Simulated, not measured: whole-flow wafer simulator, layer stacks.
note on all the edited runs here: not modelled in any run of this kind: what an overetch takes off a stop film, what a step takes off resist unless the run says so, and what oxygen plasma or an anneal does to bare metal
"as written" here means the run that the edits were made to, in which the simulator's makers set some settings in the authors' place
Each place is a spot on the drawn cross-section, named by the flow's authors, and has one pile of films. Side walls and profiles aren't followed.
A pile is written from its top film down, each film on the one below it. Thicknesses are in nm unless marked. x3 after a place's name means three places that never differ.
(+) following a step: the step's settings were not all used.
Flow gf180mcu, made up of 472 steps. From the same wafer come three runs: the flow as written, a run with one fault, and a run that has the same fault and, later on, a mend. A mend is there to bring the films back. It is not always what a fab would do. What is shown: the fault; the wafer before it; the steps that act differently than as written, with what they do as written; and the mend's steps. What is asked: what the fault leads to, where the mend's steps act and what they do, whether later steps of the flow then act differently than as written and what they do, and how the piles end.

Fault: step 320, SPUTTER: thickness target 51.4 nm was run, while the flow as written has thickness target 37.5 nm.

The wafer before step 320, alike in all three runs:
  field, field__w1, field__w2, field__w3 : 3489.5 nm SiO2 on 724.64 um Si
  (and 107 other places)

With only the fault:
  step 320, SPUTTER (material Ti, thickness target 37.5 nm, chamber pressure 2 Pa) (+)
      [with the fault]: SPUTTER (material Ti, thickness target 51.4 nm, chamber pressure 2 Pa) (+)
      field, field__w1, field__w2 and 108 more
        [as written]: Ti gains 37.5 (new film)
        [with the fault]: Ti gains 51.4 (new film)
  Steps later in the flow that act otherwise than as written:
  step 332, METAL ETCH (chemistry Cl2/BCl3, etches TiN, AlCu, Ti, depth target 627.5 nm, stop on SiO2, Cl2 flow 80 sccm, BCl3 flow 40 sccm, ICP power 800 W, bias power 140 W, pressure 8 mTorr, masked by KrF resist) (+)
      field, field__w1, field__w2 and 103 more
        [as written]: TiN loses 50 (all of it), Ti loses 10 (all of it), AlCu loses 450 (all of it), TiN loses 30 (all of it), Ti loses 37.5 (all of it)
        [with the fault]: TiN loses 50 (all of it), Ti loses 10 (all of it), AlCu loses 450 (all of it), TiN loses 30 (all of it), Ti loses 51.4 (all of it)
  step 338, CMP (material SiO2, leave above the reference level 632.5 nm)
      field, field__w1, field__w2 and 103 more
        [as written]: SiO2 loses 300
        [with the fault]: SiO2 loses 286.1
  At field__w8, contact, m1, m1__w1, m1_nw, the piles at the end differ from the flow's by more than 2% or 0.5 nm, whichever is larger.
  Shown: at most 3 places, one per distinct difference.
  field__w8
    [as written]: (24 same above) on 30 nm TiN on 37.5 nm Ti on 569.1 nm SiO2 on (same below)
    [with the fault]: (24 same above) on 30 nm TiN on 51.4 nm Ti on 569.1 nm SiO2 on (same below)
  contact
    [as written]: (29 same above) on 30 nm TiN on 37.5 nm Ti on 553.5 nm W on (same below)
    [with the fault]: (29 same above) on 30 nm TiN on 51.4 nm Ti on 553.5 nm W on (same below)

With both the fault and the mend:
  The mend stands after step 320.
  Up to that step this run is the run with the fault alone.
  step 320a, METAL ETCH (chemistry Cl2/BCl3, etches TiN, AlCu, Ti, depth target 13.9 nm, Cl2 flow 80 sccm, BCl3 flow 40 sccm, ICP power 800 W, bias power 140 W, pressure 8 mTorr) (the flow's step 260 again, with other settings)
      field, field__w1, field__w2 and 108 more
        Ti loses 13.9
  Every later step of the flow that is run acts as written at every place that is followed.
  At every place that both follow, the piles at the end match the flow's.
